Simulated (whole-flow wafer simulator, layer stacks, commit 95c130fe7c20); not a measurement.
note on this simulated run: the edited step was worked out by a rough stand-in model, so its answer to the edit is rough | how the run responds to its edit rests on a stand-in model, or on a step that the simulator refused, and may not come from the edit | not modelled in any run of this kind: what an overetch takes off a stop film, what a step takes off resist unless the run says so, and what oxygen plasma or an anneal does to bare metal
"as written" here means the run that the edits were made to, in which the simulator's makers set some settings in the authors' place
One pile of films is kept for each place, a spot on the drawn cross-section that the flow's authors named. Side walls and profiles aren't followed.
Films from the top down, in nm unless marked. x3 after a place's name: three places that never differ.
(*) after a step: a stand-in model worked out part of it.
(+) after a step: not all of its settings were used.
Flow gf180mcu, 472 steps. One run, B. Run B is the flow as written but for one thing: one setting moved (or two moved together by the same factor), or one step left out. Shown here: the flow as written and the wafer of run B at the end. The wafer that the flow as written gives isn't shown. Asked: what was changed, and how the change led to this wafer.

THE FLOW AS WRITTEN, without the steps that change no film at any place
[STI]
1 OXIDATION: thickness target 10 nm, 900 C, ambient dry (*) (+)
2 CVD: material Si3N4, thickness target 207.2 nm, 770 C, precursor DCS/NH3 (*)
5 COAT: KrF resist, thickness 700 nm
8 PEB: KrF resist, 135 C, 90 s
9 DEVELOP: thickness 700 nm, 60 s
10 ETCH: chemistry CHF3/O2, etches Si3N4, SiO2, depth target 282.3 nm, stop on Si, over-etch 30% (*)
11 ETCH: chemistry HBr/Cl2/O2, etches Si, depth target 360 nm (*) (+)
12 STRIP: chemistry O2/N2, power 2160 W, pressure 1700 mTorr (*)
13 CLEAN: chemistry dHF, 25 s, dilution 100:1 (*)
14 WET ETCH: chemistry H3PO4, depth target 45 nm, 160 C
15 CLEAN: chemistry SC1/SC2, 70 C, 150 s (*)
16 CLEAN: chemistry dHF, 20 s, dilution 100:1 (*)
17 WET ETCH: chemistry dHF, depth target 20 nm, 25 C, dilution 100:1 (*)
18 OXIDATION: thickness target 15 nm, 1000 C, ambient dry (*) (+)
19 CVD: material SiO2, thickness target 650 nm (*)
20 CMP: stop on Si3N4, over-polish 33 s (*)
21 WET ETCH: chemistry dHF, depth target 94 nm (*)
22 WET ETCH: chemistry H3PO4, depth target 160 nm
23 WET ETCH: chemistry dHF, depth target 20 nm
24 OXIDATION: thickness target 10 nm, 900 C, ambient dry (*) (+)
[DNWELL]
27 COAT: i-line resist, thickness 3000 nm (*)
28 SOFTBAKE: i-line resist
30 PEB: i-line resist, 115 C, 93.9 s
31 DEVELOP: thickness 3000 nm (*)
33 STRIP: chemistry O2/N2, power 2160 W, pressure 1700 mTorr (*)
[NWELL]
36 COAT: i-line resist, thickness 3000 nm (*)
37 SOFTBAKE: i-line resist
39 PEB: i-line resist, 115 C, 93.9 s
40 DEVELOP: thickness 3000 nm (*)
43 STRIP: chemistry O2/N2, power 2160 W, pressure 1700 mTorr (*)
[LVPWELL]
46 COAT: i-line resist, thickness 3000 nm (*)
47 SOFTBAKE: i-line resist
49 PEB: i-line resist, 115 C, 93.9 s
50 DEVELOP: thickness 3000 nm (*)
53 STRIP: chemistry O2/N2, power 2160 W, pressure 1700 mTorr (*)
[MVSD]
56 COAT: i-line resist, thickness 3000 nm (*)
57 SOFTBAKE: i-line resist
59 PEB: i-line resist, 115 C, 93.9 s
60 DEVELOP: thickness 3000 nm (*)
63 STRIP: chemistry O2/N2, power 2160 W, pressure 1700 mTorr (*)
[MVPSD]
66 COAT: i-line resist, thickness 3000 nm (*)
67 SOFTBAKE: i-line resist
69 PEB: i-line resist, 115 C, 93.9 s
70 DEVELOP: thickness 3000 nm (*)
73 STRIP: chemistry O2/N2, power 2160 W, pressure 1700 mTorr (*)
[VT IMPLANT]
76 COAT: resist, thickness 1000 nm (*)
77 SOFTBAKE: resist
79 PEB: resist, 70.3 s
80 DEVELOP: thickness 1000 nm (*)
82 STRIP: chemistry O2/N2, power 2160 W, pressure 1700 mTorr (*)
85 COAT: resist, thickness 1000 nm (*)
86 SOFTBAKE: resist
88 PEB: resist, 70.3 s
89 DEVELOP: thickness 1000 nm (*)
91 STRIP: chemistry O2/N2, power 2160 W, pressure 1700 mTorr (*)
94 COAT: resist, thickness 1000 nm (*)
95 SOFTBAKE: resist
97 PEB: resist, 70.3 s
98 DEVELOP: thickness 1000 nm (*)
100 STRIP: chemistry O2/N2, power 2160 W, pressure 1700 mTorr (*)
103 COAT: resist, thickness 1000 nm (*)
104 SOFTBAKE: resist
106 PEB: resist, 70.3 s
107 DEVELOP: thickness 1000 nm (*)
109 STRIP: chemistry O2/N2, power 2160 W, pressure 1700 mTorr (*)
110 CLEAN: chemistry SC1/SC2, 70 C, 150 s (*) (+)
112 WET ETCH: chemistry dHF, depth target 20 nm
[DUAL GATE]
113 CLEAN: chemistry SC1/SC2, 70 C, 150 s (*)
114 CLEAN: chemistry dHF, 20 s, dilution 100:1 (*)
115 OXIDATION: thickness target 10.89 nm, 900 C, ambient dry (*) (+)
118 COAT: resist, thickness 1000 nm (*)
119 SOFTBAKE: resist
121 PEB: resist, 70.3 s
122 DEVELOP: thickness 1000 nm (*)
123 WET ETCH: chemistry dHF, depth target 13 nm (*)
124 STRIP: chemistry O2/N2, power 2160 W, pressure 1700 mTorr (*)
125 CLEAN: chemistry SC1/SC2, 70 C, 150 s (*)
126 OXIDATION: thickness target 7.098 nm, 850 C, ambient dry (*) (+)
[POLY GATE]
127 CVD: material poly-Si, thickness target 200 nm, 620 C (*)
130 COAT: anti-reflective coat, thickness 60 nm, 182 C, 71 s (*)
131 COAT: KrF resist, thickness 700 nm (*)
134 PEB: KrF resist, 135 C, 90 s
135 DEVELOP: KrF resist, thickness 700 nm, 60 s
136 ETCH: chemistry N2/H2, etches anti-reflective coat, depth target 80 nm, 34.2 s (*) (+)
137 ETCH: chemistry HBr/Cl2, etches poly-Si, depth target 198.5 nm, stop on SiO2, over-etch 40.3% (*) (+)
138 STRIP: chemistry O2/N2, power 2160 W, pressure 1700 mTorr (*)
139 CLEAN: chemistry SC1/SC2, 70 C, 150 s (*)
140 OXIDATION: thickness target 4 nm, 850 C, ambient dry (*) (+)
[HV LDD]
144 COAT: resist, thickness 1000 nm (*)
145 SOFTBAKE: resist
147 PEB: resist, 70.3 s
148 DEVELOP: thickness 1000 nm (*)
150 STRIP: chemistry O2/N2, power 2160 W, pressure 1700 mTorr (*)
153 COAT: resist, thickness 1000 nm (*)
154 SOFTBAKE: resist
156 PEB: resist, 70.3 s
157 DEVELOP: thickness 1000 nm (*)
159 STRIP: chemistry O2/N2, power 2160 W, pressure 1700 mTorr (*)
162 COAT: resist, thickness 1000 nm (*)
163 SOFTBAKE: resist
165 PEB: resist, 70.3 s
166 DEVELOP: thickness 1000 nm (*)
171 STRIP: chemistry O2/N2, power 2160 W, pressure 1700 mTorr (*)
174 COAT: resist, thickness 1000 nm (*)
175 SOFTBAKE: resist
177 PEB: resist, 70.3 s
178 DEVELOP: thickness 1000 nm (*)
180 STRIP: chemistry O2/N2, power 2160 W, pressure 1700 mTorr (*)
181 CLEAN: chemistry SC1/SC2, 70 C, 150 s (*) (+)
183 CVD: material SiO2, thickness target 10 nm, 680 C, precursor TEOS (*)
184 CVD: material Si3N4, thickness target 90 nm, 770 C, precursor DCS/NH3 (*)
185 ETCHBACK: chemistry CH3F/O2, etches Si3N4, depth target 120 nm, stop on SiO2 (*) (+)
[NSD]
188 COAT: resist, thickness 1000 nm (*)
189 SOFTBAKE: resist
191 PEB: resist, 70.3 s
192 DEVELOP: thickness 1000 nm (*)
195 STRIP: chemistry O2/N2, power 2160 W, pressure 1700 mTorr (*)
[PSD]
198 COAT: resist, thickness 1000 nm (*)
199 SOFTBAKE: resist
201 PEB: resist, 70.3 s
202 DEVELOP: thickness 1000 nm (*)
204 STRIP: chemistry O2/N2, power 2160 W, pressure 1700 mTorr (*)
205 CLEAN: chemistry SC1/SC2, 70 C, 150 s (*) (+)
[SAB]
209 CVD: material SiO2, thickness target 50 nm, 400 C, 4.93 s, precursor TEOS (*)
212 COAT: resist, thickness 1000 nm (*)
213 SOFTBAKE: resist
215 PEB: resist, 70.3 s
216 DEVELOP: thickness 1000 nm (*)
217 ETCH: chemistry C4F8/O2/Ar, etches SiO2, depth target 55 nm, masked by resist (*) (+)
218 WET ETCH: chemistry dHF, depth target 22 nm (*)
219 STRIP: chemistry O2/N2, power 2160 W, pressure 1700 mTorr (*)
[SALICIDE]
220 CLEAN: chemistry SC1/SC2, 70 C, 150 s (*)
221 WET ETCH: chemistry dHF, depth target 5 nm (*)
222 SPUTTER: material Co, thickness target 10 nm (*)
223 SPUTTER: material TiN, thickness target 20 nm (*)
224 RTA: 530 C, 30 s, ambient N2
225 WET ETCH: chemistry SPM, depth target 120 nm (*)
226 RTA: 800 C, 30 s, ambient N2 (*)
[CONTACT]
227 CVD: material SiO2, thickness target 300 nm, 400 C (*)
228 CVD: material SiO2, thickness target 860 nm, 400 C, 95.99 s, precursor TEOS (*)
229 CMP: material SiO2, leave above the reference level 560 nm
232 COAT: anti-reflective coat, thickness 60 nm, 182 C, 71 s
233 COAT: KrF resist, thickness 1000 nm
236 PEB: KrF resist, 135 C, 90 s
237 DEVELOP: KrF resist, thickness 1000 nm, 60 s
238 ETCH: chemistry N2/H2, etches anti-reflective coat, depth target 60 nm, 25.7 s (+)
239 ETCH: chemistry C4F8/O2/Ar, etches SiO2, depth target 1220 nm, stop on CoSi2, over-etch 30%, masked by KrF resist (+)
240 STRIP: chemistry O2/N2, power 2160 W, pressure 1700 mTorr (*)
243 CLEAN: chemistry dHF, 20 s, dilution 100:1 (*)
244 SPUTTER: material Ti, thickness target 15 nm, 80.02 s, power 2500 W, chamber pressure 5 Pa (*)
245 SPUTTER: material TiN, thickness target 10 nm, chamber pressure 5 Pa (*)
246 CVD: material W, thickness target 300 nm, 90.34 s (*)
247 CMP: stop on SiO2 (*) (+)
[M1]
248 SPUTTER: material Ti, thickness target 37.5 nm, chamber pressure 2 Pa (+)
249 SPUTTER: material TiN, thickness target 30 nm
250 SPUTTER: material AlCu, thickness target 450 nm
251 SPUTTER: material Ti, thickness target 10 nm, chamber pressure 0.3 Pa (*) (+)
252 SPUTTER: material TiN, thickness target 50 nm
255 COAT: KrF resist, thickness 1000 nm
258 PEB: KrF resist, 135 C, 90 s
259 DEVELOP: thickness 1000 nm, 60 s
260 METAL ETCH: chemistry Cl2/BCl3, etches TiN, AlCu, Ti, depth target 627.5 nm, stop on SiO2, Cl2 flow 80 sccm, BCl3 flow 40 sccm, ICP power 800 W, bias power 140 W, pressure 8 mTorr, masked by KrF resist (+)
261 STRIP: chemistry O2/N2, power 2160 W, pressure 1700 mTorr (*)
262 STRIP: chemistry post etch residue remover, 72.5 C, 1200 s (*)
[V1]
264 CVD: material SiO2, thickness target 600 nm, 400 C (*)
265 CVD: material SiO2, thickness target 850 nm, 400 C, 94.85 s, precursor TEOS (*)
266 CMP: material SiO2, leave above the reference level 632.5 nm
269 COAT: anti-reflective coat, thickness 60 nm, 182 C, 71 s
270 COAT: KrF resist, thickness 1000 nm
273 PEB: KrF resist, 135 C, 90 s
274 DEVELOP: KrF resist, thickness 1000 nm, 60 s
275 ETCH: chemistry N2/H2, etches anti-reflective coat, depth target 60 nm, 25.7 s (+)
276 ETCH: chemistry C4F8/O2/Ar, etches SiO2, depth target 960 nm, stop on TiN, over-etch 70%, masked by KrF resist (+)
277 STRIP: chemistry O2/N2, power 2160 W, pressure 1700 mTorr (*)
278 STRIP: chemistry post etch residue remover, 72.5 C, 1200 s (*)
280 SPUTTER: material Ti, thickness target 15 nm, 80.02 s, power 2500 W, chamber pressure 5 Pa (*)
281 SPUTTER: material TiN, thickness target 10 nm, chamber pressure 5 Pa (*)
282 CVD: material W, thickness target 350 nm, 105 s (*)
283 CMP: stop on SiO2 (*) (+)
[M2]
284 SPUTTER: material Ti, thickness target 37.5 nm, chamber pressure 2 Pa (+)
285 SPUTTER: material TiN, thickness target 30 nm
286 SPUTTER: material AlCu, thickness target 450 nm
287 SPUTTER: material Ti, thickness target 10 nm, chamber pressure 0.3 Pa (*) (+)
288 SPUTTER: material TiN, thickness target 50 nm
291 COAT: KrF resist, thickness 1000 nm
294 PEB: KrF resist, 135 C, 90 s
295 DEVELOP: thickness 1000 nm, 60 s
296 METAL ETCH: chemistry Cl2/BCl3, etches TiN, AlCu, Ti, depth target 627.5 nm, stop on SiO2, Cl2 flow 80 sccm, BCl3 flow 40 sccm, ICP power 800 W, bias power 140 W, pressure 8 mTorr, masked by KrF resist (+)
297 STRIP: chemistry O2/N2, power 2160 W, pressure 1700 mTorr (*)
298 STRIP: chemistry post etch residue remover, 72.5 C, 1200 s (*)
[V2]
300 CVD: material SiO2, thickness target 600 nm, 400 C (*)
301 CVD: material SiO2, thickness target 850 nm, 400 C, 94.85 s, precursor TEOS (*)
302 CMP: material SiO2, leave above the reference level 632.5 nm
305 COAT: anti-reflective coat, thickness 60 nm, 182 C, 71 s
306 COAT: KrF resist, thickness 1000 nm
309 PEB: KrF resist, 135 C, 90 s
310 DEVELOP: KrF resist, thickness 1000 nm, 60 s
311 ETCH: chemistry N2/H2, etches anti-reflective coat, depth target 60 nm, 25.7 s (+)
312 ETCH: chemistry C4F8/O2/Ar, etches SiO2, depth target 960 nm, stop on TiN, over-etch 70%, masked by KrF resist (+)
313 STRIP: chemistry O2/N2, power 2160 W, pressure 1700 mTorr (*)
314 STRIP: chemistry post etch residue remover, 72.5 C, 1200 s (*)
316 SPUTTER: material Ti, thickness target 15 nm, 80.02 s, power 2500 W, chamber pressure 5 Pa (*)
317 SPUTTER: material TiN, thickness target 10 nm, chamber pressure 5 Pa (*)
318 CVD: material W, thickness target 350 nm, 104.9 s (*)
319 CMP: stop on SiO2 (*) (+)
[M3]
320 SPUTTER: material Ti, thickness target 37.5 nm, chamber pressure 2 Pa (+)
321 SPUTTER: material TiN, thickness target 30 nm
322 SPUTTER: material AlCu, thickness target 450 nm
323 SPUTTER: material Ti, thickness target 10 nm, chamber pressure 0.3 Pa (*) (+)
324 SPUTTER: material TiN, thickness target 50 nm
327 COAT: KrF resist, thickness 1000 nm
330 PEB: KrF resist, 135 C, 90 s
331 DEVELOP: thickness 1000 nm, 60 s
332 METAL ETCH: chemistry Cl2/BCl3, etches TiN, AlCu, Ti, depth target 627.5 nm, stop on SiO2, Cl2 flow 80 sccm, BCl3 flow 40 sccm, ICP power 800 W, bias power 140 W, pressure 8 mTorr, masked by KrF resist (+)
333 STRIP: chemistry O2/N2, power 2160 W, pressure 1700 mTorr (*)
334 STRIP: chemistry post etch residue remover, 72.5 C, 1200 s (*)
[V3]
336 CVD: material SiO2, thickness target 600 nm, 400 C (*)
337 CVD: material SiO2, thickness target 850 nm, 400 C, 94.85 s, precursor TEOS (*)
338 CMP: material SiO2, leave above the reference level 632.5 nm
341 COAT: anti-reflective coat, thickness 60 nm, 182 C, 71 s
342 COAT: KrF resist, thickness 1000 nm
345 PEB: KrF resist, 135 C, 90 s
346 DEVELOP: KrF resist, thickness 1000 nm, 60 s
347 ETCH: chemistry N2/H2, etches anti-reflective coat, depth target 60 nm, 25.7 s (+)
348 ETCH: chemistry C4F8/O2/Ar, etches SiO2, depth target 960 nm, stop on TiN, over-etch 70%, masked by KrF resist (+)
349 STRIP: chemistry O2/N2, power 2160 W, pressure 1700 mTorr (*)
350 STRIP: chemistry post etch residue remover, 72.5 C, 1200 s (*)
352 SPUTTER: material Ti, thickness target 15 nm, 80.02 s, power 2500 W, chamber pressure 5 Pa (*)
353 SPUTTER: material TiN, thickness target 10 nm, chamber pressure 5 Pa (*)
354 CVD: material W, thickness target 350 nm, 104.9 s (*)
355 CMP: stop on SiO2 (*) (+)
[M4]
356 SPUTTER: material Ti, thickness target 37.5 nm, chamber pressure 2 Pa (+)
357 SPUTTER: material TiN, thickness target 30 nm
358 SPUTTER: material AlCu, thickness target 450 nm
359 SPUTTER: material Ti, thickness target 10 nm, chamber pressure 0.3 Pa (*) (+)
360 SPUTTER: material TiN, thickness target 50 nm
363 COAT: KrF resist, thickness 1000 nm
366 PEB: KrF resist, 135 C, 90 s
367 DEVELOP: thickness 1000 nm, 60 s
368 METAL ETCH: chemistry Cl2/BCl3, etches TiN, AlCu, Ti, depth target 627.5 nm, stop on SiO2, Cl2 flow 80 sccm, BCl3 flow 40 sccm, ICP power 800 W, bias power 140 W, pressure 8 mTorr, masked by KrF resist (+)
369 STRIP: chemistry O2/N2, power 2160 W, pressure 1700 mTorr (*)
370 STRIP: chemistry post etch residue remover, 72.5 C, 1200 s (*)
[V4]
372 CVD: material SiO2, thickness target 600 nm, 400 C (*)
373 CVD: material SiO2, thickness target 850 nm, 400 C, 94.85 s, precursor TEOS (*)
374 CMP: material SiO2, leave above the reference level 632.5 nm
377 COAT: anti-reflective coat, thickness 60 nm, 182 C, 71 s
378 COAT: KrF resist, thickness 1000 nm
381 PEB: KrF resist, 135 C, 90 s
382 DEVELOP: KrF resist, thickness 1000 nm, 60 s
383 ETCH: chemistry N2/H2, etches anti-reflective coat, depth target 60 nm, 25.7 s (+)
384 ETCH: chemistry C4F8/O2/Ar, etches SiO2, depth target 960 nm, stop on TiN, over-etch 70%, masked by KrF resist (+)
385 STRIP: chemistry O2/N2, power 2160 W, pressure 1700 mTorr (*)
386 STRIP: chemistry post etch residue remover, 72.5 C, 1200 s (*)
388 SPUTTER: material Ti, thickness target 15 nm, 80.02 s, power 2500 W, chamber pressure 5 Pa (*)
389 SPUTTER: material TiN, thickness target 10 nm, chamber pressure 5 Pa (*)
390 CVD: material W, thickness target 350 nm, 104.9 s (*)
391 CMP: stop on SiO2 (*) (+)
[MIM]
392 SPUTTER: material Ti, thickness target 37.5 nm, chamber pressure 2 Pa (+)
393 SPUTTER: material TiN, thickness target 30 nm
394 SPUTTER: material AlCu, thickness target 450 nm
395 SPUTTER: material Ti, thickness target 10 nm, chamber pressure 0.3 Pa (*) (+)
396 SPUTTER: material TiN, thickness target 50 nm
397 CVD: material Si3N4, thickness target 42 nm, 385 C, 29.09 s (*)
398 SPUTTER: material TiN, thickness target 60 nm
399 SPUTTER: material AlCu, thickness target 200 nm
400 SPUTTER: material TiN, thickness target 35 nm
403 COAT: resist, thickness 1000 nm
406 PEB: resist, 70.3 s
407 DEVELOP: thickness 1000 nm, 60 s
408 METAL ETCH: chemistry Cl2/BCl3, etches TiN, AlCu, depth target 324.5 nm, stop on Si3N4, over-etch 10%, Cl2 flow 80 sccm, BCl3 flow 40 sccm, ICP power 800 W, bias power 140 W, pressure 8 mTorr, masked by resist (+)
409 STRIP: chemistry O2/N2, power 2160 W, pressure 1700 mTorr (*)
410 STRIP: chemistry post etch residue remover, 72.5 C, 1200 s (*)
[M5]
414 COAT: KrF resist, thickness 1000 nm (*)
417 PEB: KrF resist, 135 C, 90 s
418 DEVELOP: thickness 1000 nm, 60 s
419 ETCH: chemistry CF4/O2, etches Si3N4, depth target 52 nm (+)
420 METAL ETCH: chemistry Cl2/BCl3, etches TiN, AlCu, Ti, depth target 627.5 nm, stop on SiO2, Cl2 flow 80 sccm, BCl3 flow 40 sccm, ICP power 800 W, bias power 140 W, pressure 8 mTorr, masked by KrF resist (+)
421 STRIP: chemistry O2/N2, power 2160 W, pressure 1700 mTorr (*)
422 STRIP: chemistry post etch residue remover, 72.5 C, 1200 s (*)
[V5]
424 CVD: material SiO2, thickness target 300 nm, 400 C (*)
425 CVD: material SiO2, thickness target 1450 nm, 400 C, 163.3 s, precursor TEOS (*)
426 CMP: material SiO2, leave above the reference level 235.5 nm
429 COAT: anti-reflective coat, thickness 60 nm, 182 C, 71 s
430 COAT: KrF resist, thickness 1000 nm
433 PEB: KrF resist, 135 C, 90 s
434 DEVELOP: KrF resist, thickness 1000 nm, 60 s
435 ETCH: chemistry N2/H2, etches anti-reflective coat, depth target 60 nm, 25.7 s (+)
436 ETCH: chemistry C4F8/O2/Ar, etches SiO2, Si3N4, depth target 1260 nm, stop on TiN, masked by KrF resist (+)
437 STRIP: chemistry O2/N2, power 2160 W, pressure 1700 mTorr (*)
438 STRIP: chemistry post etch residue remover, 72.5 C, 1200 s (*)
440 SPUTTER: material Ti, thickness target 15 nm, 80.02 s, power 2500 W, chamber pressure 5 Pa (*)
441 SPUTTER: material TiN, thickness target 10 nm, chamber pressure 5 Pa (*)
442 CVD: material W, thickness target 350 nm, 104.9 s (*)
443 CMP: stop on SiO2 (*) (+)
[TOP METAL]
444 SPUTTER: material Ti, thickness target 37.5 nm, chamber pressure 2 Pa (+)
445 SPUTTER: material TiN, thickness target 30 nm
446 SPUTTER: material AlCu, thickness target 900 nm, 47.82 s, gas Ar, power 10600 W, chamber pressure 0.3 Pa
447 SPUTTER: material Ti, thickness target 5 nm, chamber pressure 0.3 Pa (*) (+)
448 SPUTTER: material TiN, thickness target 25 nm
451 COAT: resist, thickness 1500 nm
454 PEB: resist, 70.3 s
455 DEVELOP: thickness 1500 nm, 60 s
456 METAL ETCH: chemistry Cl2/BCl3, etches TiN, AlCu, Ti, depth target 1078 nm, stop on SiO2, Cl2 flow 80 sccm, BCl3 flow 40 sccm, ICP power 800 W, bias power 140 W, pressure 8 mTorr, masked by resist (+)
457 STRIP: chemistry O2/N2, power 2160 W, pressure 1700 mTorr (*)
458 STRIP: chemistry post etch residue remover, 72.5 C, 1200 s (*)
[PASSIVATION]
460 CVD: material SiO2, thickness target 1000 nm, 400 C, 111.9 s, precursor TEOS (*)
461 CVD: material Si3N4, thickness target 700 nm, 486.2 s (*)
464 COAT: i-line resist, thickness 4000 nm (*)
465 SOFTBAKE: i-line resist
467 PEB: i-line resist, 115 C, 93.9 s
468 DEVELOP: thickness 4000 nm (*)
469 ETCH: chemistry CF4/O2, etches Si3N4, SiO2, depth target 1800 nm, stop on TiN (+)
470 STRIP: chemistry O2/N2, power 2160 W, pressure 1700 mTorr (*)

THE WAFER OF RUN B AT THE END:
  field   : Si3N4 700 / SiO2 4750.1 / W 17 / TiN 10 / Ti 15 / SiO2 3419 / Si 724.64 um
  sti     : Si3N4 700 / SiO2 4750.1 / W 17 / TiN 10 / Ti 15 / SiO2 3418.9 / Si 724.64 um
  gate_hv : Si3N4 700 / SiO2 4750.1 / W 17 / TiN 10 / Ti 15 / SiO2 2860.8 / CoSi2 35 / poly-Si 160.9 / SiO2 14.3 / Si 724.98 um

The cause: step 301, CVD: thickness target 468 nm was run, where the flow has thickness target 850 nm; step 301, CVD: 52.17 s was run, where the flow has 94.85 s.

How the change led to this, step by step:
  301 CVD: material SiO2, thickness target 850 nm, 400 C, 94.85 s, precursor TEOS (*)
      field, field__w1, field__w2 and 108 more: SiO2 +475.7 (as written it would be: SiO2 +850)
  302 CMP: material SiO2, leave above the reference level 632.5 nm
      field, field__w1, field__w2 and 103 more: nothing (as written it would be: SiO2 -300)
      field__w8, contact, m1, m1__w1, m1_nw: SiO2 -502.8 (as written it would be: SiO2 -877.1)
  305 COAT: anti-reflective coat, thickness 60 nm, 182 C, 71 s
      field: anti-reflective coat +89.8 (new film) (as written it would be: anti-reflective coat +60 (new film))
      field__w8: anti-reflective coat +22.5 (new film) (as written it would be: anti-reflective coat +60 (new film))
      (and at 15 more places)
  306 COAT: KrF resist, thickness 1000 nm
      contact: KrF resist +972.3 (new film) (as written it would be: KrF resist +1000 (new film))
      m1: KrF resist +968.5 (new film) (as written it would be: KrF resist +1000 (new film))
      (and at 4 more places)
  310 DEVELOP: KrF resist, thickness 1000 nm, 60 s
      contact: KrF resist -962 (all of it) (as written it would be: KrF resist -989.5 (all of it))
  311 ETCH: chemistry N2/H2, etches anti-reflective coat, depth target 60 nm, 25.7 s (+)
      contact: anti-reflective coat -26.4 (all of it), SiO2 -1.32 (as written it would be: anti-reflective coat -60 (all of it), SiO2 -0.46)
  313 STRIP: chemistry O2/N2, power 2160 W, pressure 1700 mTorr (*)
      field: KrF resist -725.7 (all of it), anti-reflective coat -89.8 (all of it) (as written it would be: KrF resist -739.2 (all of it), anti-reflective coat -60 (all of it))
      field__w8: KrF resist -730.2 (all of it), anti-reflective coat -22.5 (all of it) (as written it would be: KrF resist -739.2 (all of it), anti-reflective coat -60 (all of it))
      (and at 15 more places)
  318 CVD: material W, thickness target 350 nm, 104.9 s (*)
      contact: W +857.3 (new film) (as written it would be: W +932.3 (new film))
  319 CMP: stop on SiO2 (*) (+)
      field, field__w1, field__w2 and 103 more: W -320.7 (as written it would be: W -350 (all of it), TiN -10 (all of it), Ti -15 (all of it), SiO2 -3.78)
      field__w8, m1, m1__w1, m1_nw: W -350 (all of it), TiN -10 (all of it), Ti -15 (all of it), SiO2 -20 (as written it would be: W -350 (all of it), TiN -10 (all of it), Ti -15 (all of it), SiO2 -3.78)
      (and at 1 more place)
  332 METAL ETCH: chemistry Cl2/BCl3, etches TiN, AlCu, Ti, depth target 627.5 nm, stop on SiO2, Cl2 flow 80 sccm, BCl3 flow 40 sccm, ICP power 800 W, bias power 140 W, pressure 8 mTorr, masked by KrF resist (+)
      field, field__w1, field__w2 and 103 more: TiN -50 (all of it), Ti -10 (all of it), AlCu -450 (all of it), TiN -30 (all of it), Ti -37.5 (all of it), W -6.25 (as written it would be: TiN -50 (all of it), Ti -10 (all of it), AlCu -450 (all of it), TiN -30 (all of it), Ti -37.5 (all of it))
  334 STRIP: chemistry post etch residue remover, 72.5 C, 1200 s (*)
      field, field__w1, field__w2 and 103 more: W -6.01 (as written it would be: nothing)
  336 CVD: material SiO2, thickness target 600 nm, 400 C (*)
      field, field__w1, field__w2 and 103 more: SiO2 +600 (new film) (as written it would be: SiO2 +600)
  338 CMP: material SiO2, leave above the reference level 632.5 nm
      field, field__w1, field__w2 and 103 more: SiO2 -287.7 (as written it would be: SiO2 -300)
Counting metal films that touch as one body, field has 1 body; the flow as written gives 0 bodies.
Counting metal films that touch as one body, sti has 1 body; the flow as written gives 0 bodies.
Counting metal films that touch as one body, gate_hv has 2 bodies (between them, from the top down: SiO2 2860.8); the flow as written gives 1 body.
